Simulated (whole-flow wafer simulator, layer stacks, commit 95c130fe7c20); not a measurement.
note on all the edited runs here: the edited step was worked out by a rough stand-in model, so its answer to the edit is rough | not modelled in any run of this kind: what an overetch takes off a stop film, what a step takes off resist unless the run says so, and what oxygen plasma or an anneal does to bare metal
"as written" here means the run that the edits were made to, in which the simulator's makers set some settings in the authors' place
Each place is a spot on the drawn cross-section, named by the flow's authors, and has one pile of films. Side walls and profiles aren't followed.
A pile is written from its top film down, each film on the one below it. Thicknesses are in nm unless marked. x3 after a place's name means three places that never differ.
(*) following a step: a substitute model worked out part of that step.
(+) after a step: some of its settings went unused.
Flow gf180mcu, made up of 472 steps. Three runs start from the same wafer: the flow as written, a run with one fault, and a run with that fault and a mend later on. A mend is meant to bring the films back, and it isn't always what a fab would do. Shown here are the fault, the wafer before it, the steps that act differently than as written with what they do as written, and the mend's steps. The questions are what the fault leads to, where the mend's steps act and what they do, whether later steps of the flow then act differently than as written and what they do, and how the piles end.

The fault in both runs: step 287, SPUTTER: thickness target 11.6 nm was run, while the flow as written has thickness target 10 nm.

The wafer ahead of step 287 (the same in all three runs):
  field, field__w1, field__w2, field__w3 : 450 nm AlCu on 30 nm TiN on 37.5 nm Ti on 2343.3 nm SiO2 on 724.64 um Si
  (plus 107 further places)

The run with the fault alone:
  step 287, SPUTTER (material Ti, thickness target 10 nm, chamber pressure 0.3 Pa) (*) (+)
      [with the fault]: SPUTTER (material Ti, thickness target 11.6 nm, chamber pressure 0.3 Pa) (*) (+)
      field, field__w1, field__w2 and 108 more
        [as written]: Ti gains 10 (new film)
        [with the fault]: Ti gains 11.6 (new film)
  Steps later in the flow that act otherwise than as written (5 more steps, not shown, differ only slightly: by at most 2% or 0.5 nm, whichever is larger):
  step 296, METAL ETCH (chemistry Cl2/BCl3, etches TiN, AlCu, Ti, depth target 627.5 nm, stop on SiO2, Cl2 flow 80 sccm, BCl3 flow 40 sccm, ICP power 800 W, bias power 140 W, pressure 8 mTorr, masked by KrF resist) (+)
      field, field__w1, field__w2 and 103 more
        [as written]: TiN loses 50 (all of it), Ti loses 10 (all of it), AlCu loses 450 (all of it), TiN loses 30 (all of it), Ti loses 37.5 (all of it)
        [with the fault]: TiN loses 50 (all of it), Ti loses 11.6 (all of it), AlCu loses 450 (all of it), TiN loses 30 (all of it), Ti loses 37.5 (all of it)
  At field__w8, contact, m1, m1__w1, m1_nw, the piles at the end differ from the flow's by more than 2% or 0.5 nm, whichever is larger.
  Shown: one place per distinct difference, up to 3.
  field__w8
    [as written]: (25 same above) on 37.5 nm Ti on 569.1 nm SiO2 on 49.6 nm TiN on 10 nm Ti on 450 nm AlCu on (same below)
    [with the fault]: (25 same above) on 37.5 nm Ti on 567.5 nm SiO2 on 49.6 nm TiN on 11.6 nm Ti on 450 nm AlCu on (same below)
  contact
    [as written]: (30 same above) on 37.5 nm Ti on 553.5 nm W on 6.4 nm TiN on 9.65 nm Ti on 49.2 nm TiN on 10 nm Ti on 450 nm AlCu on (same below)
    [with the fault]: (30 same above) on 37.5 nm Ti on 551.9 nm W on 6.41 nm TiN on 9.66 nm Ti on 49.2 nm TiN on 11.6 nm Ti on 450 nm AlCu on (same below)

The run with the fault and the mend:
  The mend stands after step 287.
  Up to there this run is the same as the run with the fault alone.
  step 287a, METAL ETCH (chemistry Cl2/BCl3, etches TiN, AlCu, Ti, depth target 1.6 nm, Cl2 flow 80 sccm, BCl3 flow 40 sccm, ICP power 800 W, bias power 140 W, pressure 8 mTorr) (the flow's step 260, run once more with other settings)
      field, field__w1, field__w2 and 108 more
        Ti loses 1.6
  Later steps of the flow that are run all act as written at every place that is followed.
  The piles end the same as the flow's at every place that both follow.
